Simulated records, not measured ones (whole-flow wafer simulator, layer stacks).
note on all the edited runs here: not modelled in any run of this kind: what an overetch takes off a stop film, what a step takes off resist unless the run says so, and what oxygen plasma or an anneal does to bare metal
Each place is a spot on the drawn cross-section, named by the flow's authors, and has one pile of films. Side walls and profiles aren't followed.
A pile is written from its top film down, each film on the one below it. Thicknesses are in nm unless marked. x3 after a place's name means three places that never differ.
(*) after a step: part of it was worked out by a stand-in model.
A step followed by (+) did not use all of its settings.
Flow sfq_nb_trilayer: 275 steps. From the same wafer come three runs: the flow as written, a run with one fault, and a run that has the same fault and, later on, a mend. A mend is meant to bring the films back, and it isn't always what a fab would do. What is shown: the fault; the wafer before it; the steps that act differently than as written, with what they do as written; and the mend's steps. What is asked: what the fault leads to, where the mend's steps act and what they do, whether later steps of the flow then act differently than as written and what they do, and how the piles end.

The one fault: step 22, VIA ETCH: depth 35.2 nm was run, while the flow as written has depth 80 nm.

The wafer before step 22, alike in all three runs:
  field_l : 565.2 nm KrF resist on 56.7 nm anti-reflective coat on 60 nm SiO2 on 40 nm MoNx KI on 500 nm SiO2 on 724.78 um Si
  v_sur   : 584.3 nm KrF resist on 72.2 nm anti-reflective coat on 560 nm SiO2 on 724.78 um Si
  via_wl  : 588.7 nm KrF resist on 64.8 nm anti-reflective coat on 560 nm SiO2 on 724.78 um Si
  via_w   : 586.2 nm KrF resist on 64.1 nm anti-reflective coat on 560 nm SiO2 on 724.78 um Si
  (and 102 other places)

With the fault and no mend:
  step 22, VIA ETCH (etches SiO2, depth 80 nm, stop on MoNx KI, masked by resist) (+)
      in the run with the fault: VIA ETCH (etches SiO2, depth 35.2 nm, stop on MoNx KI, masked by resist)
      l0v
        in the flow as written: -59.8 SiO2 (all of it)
        in the run with the fault: -35.2 SiO2
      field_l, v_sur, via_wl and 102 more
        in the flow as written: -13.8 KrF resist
        in the run with the fault: -6.07 KrF resist
  Steps further on in the flow that do not act as written (not shown: 3 more steps that differ only slightly, by at most 2% or 0.5 nm, whichever is larger):
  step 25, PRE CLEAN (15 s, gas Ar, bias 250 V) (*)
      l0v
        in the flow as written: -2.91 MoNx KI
        in the run with the fault: -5 SiO2
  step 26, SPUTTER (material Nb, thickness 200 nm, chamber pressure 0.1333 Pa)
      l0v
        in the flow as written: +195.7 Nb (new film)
        in the run with the fault: +200 Nb (new film)
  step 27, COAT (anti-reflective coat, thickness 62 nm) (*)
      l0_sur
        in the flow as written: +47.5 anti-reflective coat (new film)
        in the run with the fault: +50 anti-reflective coat (new film)
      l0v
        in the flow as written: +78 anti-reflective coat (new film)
        in the run with the fault: +70.8 anti-reflective coat (new film)
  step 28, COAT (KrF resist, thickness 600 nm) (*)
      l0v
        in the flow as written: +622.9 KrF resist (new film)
        in the run with the fault: +608.6 KrF resist (new film)
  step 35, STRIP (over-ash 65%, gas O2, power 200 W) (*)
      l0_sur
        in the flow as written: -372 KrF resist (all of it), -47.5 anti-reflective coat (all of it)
        in the run with the fault: -373.4 KrF resist (all of it), -50 anti-reflective coat (all of it)
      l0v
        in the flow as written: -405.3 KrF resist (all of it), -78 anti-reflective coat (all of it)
        in the run with the fault: -391 KrF resist (all of it), -70.8 anti-reflective coat (all of it)
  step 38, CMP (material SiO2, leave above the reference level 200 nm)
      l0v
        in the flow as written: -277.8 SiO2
        in the run with the fault: -304.6 SiO2
  At l0v, the piles at the end differ from the flow's by more than 2% or 0.5 nm, whichever is larger.
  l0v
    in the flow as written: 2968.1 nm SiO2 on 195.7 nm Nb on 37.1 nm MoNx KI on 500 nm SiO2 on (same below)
    in the run with the fault: 2941.2 nm SiO2 on 200 nm Nb on 19.6 nm SiO2 on 40 nm MoNx KI on 500 nm SiO2 on (same below)

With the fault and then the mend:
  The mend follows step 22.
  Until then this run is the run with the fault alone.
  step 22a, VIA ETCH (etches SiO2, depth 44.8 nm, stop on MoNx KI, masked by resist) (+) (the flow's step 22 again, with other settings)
      field_l, v_sur, via_wl and 102 more
        -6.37 KrF resist
      l0v
        -24.6 SiO2 (all of it)
  Later steps of the flow that are run all act as written at every place that is followed, up to a difference of at most 2% or 0.5 nm, whichever is larger.
  At every place that both follow, the piles at the end match the flow's.
